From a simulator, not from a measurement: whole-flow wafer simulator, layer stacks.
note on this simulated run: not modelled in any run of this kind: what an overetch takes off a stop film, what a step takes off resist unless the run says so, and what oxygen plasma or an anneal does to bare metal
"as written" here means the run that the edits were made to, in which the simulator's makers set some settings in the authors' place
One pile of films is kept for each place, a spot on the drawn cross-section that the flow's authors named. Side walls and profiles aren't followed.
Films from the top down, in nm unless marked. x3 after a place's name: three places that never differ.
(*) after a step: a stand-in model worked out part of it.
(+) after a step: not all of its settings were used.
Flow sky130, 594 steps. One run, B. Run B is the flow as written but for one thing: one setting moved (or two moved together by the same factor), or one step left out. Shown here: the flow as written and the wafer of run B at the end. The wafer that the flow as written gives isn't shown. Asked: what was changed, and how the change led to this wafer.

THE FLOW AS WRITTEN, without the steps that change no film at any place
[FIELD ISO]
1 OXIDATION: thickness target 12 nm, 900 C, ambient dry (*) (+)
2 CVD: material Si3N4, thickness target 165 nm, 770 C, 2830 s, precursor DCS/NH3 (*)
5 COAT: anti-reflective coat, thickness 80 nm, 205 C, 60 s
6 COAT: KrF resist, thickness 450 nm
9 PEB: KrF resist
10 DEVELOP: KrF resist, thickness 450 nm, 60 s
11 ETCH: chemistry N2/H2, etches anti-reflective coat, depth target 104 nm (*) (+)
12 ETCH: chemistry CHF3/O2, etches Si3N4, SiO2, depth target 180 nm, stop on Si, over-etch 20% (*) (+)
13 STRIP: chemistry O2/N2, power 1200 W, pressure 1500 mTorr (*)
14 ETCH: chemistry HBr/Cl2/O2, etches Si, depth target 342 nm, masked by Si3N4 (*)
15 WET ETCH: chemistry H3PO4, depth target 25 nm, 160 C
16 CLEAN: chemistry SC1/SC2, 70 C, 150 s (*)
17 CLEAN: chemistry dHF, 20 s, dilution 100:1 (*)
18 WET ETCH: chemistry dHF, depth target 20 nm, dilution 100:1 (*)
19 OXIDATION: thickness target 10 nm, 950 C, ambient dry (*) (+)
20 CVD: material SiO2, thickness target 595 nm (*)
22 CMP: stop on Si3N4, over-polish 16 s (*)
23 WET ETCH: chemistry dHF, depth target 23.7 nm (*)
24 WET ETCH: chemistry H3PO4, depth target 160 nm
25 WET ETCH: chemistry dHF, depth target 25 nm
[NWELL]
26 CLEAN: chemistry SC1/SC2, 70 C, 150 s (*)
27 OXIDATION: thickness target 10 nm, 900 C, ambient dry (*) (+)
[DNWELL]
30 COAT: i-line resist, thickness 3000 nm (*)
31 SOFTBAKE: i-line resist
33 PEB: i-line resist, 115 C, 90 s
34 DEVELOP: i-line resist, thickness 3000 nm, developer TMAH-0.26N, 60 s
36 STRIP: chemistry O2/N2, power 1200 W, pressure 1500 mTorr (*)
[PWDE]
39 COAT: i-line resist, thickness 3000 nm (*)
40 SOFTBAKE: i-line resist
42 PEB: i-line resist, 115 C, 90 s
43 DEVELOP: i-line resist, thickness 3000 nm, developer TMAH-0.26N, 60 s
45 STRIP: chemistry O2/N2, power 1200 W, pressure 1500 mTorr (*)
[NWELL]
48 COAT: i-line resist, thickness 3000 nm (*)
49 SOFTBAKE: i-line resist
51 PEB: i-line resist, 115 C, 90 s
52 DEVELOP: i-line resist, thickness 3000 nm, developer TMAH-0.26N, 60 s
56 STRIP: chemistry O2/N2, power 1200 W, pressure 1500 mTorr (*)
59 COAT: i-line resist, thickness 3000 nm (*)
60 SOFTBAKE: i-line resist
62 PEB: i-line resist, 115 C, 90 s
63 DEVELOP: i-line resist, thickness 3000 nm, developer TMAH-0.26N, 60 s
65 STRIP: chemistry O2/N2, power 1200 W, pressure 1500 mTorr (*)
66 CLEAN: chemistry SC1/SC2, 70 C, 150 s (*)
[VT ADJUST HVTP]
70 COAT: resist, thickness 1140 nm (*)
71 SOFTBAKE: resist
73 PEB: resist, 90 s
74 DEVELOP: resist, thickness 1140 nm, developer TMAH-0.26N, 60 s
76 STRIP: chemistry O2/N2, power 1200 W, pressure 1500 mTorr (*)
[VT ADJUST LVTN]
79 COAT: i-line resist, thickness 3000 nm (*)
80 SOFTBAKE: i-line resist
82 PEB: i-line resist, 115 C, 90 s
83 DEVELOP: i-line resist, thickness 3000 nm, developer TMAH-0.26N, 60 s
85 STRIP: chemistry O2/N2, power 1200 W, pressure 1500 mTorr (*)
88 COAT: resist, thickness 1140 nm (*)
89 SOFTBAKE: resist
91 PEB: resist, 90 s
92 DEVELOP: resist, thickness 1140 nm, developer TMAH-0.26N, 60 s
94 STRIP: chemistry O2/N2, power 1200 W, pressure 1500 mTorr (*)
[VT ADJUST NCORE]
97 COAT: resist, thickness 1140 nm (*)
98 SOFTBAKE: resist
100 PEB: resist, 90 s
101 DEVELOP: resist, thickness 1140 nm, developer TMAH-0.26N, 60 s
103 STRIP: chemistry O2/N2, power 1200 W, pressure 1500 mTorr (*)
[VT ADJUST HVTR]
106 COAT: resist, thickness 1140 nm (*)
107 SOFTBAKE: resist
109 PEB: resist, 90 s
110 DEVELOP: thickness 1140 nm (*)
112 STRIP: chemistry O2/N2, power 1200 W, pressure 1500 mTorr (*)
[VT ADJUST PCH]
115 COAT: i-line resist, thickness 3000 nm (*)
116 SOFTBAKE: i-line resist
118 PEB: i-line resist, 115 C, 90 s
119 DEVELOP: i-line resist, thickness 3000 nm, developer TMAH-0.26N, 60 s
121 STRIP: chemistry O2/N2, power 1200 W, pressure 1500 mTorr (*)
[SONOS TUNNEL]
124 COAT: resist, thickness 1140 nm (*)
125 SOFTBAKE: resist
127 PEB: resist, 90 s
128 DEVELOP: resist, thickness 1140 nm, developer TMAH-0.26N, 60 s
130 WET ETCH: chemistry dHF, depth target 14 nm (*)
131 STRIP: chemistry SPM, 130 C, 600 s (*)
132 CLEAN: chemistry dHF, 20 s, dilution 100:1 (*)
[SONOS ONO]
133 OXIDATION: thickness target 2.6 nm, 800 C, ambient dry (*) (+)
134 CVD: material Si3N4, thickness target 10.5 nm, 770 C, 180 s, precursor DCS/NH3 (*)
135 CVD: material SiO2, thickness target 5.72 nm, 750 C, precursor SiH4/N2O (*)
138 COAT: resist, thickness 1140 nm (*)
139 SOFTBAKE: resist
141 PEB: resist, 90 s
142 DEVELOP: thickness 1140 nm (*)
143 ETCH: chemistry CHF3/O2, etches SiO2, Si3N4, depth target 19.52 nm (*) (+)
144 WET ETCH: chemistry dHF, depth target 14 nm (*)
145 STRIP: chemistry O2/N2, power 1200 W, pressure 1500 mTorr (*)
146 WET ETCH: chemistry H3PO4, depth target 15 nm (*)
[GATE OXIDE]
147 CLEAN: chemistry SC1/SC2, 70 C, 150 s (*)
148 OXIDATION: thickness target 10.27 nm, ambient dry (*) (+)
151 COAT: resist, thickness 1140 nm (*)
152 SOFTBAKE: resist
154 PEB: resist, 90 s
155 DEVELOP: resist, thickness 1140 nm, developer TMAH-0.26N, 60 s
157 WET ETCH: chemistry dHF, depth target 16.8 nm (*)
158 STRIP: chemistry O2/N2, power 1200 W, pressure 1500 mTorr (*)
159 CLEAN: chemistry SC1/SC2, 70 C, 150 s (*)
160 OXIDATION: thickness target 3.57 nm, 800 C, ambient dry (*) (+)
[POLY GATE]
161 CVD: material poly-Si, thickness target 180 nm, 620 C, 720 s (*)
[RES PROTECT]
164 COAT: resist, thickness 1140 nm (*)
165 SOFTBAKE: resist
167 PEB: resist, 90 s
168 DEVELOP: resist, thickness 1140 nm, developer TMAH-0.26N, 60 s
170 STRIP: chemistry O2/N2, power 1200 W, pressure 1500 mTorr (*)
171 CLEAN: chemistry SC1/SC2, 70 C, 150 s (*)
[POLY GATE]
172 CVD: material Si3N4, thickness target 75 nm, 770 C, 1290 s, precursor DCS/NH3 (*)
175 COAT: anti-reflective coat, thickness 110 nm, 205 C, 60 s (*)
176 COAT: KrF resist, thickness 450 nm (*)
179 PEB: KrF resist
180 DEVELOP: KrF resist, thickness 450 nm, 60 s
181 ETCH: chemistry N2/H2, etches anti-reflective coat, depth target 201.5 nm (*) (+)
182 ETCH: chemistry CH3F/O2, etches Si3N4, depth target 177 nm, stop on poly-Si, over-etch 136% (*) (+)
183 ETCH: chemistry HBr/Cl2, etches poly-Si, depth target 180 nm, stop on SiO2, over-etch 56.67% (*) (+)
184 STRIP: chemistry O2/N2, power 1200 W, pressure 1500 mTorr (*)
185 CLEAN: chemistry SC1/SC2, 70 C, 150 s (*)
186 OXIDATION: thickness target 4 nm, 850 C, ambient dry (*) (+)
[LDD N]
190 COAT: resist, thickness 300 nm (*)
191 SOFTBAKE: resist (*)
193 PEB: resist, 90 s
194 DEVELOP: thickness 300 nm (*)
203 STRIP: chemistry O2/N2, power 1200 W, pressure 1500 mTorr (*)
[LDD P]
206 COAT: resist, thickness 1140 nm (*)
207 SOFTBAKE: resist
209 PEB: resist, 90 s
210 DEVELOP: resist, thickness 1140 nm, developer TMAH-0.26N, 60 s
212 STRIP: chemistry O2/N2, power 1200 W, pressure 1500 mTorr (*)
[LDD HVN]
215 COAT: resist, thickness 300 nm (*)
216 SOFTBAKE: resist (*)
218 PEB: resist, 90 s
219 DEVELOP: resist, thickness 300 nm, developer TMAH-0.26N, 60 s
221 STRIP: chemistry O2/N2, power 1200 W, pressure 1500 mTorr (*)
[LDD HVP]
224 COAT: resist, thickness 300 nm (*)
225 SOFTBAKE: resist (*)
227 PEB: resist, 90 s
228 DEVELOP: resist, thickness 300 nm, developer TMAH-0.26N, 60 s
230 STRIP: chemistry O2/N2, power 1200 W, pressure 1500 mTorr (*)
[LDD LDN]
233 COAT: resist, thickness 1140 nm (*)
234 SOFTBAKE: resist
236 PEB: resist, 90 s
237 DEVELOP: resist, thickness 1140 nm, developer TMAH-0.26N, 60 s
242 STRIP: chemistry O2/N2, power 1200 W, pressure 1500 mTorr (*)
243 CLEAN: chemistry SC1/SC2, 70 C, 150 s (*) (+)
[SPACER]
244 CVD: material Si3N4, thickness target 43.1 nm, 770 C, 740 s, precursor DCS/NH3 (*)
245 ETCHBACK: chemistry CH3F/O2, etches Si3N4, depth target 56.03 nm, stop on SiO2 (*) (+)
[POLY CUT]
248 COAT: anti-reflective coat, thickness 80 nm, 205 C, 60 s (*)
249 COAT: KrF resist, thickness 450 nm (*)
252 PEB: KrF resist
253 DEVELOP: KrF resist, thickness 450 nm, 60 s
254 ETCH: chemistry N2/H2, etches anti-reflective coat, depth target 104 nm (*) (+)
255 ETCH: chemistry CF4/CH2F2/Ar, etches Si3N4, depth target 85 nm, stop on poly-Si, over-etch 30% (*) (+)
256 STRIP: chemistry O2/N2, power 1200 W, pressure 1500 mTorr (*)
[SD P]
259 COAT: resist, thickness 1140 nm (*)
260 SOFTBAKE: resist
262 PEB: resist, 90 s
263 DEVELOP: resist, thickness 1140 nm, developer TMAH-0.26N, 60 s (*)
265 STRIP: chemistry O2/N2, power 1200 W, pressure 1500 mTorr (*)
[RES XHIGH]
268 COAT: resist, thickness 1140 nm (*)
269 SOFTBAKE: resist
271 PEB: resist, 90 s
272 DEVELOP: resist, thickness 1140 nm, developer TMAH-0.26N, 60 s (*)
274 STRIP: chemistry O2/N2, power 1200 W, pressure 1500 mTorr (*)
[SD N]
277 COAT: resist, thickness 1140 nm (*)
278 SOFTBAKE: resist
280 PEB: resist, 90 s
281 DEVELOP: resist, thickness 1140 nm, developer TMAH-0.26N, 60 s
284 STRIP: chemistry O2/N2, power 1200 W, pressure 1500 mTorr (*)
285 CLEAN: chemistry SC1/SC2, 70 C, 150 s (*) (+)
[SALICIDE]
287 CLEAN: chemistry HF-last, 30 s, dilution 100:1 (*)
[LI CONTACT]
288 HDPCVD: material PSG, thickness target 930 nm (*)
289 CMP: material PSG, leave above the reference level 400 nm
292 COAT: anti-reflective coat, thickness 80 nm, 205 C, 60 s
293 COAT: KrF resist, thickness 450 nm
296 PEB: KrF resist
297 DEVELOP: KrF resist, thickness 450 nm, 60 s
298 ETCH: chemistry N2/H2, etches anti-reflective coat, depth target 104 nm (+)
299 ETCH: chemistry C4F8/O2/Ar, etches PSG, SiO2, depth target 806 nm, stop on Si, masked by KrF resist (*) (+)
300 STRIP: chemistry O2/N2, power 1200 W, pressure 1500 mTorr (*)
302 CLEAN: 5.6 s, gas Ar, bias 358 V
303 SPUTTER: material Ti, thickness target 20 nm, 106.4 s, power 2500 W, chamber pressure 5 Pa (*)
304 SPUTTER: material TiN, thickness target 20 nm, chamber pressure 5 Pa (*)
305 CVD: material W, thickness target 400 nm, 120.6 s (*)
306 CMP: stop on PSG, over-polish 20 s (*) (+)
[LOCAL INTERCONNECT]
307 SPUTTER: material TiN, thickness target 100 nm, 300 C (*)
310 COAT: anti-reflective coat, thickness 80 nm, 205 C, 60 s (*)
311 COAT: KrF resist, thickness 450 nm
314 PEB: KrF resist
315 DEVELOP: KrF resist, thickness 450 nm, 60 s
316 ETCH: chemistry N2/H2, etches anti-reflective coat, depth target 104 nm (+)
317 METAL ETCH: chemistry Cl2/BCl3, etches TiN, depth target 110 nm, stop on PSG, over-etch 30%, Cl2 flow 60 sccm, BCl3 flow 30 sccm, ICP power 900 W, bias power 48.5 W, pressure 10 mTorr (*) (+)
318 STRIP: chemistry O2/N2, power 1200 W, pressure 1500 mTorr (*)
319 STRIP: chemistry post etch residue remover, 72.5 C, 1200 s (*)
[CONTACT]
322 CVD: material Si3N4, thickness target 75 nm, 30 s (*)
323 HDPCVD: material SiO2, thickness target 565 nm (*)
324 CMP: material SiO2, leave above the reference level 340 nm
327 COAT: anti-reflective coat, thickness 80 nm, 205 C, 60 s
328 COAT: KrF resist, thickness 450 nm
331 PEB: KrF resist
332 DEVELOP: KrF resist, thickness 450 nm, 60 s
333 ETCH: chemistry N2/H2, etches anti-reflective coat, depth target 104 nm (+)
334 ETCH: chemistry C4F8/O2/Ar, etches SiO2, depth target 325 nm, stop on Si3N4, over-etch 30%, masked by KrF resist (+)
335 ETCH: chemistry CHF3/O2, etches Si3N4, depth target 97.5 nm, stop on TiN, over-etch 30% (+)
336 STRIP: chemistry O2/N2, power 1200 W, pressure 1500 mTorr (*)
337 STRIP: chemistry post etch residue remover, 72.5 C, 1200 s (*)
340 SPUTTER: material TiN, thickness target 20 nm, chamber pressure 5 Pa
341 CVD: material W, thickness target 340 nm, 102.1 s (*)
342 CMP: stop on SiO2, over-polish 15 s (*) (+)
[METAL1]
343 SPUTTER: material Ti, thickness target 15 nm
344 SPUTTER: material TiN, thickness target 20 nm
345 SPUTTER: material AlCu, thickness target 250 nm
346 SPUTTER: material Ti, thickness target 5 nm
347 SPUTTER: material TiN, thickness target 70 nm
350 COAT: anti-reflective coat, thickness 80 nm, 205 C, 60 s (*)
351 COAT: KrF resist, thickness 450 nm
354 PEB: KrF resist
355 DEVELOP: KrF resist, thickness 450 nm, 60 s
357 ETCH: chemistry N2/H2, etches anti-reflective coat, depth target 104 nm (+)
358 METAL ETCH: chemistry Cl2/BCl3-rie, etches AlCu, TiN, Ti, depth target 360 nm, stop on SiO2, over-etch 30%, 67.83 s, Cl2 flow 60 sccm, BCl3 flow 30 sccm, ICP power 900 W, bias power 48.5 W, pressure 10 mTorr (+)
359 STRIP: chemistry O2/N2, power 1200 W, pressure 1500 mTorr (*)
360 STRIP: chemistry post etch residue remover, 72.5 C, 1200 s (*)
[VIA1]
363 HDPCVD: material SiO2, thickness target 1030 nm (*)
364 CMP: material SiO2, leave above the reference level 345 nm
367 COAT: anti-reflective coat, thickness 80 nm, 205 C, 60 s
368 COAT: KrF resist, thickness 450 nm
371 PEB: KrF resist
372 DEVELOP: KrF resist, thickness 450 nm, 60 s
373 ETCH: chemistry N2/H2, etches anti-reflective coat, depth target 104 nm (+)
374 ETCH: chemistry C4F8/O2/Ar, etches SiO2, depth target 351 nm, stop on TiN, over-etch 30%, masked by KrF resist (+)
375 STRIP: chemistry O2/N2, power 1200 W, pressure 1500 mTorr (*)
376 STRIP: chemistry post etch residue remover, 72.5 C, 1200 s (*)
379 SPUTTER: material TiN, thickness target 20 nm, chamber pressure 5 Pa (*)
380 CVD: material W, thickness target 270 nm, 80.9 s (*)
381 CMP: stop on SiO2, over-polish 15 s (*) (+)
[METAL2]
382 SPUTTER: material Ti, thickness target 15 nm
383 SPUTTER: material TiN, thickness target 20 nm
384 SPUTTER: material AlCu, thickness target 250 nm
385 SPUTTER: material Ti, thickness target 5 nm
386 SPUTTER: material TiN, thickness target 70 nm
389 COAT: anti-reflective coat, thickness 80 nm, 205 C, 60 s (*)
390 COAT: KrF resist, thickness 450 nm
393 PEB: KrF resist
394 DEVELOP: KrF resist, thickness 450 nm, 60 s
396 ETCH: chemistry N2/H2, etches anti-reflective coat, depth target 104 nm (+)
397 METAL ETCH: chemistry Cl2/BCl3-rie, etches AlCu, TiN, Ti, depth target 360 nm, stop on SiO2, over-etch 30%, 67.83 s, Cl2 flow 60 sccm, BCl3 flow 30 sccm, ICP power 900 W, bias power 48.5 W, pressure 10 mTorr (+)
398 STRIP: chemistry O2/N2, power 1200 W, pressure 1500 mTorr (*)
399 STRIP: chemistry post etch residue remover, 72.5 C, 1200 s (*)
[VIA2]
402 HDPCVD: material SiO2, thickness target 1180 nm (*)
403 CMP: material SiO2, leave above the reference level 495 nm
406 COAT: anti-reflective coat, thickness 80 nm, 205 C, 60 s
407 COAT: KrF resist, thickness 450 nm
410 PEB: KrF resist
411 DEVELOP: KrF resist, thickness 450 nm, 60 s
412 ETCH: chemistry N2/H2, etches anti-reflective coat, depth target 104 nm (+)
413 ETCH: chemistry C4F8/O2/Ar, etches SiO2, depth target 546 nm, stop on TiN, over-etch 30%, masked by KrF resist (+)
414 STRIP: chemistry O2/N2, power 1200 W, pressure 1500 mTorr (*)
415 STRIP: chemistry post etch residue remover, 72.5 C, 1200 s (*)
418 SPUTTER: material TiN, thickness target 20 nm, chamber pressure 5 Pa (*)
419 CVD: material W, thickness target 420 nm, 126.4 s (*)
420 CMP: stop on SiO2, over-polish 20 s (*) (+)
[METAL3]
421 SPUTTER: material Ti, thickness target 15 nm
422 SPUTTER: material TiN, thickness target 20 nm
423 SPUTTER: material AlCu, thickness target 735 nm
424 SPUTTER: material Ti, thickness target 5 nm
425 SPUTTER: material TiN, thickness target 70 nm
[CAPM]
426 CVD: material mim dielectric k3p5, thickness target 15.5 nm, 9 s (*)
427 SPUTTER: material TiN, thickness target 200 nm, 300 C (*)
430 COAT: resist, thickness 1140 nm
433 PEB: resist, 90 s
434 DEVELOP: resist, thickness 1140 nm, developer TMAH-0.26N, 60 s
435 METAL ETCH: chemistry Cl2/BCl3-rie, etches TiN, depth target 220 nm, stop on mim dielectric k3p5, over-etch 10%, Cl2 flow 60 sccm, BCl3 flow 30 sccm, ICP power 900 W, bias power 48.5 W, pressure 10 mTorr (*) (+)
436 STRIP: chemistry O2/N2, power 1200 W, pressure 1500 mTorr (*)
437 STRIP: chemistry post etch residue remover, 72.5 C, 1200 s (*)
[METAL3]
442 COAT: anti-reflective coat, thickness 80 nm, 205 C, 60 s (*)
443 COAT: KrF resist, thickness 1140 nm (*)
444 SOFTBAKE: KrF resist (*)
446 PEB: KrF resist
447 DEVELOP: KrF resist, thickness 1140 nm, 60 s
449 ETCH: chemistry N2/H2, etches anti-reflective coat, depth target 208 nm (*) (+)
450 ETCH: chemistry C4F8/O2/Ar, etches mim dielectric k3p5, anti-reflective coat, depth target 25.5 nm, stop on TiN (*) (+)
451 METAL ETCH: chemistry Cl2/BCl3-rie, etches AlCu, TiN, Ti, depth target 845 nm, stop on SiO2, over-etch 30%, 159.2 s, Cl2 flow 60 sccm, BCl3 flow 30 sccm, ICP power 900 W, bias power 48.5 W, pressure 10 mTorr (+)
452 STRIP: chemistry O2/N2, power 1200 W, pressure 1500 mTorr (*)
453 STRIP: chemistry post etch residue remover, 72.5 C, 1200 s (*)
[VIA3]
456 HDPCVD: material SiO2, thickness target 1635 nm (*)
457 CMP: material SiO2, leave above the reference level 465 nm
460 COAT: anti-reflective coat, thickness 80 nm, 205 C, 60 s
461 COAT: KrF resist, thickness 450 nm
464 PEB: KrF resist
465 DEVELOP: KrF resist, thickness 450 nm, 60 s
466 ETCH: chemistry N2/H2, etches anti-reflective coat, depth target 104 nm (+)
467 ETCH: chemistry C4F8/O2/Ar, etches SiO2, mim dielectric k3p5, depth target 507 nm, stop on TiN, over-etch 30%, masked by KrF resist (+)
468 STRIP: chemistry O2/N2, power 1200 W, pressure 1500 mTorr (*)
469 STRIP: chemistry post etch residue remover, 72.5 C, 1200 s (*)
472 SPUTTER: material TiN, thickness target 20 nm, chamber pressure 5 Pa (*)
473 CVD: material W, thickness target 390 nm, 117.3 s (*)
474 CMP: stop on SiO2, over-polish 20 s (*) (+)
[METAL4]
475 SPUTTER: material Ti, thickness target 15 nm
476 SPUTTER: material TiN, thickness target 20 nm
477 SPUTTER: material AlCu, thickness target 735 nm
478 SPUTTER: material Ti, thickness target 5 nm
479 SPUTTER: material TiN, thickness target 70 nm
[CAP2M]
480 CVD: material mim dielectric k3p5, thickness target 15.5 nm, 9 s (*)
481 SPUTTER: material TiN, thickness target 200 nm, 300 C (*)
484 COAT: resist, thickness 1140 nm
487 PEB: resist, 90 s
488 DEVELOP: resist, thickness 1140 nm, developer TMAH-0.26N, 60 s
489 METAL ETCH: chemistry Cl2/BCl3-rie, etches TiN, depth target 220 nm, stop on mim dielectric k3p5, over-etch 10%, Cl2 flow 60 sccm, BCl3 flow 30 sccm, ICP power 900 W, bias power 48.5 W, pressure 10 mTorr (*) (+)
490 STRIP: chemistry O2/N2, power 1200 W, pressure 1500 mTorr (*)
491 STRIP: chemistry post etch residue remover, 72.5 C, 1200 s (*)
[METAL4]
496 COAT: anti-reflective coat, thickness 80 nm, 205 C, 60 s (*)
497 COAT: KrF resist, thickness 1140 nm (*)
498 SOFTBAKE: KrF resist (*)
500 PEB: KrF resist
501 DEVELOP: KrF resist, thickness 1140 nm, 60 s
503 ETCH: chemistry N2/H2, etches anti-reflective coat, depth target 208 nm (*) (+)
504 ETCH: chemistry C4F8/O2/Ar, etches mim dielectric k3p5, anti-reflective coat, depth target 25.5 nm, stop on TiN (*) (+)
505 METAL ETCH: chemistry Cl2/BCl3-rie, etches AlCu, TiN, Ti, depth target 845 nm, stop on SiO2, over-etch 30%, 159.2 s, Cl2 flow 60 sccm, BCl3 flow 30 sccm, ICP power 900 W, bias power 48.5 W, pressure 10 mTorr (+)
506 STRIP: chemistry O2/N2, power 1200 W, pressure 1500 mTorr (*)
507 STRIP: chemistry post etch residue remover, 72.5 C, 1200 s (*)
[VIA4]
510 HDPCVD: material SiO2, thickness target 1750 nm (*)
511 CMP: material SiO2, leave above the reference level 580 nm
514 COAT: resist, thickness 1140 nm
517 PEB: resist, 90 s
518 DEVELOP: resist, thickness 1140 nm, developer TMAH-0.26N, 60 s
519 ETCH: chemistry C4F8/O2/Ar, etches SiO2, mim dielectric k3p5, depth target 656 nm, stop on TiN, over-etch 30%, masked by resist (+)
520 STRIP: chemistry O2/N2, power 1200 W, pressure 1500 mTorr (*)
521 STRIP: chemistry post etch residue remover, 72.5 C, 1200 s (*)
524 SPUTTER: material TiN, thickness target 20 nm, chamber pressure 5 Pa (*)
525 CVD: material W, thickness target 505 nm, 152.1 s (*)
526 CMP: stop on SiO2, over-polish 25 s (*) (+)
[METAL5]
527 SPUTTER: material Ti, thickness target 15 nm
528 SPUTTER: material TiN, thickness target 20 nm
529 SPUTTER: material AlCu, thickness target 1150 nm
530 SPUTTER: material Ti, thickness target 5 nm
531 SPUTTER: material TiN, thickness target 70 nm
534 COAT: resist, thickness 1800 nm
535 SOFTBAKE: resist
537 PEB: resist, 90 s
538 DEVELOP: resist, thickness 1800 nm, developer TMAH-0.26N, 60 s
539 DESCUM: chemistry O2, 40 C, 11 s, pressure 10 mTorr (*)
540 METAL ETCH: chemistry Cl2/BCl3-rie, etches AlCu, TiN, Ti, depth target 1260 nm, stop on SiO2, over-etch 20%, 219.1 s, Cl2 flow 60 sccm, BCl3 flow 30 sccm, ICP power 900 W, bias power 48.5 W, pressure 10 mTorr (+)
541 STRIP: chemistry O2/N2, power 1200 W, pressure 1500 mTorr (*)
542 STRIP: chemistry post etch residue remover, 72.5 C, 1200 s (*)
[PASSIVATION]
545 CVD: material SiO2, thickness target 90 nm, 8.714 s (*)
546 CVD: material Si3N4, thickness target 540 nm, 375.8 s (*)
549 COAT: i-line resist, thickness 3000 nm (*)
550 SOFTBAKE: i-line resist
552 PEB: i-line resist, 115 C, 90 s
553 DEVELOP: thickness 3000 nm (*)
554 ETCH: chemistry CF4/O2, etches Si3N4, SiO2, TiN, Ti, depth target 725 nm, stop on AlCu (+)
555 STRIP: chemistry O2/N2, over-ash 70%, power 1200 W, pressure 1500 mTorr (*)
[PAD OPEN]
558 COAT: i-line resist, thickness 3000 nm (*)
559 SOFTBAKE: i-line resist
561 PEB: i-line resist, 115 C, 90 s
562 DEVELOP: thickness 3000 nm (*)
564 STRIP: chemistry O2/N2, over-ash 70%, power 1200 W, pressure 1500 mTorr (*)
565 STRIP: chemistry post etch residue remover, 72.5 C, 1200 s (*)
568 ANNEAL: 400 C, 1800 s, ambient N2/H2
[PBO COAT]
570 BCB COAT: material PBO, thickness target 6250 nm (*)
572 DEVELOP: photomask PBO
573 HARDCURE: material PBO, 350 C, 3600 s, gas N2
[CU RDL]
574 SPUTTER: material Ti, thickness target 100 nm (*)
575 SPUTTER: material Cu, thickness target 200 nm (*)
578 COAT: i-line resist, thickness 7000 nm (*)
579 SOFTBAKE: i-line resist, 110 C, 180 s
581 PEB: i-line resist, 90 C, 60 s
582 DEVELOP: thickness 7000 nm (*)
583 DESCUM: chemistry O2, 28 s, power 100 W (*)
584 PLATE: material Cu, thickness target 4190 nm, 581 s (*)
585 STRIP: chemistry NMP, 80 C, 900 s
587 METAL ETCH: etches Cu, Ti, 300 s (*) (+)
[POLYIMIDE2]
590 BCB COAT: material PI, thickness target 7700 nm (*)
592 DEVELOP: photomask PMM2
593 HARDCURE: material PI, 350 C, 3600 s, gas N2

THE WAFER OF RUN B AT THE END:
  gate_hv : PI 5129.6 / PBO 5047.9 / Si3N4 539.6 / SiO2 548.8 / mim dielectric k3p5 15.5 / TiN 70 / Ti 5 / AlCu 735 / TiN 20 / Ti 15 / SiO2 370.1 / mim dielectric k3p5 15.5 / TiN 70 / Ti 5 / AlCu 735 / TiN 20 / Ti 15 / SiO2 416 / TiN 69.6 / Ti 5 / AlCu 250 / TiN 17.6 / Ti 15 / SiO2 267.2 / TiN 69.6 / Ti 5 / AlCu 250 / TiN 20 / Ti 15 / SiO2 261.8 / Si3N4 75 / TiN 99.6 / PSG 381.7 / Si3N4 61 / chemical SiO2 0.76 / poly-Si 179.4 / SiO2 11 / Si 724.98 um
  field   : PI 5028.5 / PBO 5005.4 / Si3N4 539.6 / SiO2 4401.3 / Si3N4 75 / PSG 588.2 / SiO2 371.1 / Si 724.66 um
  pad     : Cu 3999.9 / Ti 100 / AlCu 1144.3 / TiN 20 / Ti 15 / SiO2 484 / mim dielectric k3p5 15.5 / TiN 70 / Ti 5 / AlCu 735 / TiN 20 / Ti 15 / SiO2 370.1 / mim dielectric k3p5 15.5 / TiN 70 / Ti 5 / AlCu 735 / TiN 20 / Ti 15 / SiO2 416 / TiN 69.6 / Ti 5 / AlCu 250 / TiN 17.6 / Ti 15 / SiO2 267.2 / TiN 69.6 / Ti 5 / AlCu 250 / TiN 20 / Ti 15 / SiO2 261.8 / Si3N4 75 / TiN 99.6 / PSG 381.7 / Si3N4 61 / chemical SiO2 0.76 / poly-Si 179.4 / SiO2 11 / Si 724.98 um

The cause: step 383, SPUTTER: thickness target 17.6 nm was run, where the flow has thickness target 20 nm.
It can be read off the wafer: gate_hv has TiN 17.6, and step 383 as written asks for 20 nm.

How the change led to this, step by step:
  383 SPUTTER: material TiN, thickness target 20 nm
      field, active, n_well and 188 more: TiN +17.6 (new film) (as written it would be: TiN +20 (new film))
  397 METAL ETCH: chemistry Cl2/BCl3-rie, etches AlCu, TiN, Ti, depth target 360 nm, stop on SiO2, over-etch 30%, 67.83 s, Cl2 flow 60 sccm, BCl3 flow 30 sccm, ICP power 900 W, bias power 48.5 W, pressure 10 mTorr (+)
      field, active, gate and 82 more: TiN -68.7 (all of it), Ti -5 (all of it), AlCu -250 (all of it), TiN -17.6 (all of it), Ti -15 (all of it), SiO2 -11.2 (as written it would be: TiN -68.7 (all of it), Ti -5 (all of it), AlCu -250 (all of it), TiN -20 (all of it), Ti -15 (all of it), SiO2 -10.9)
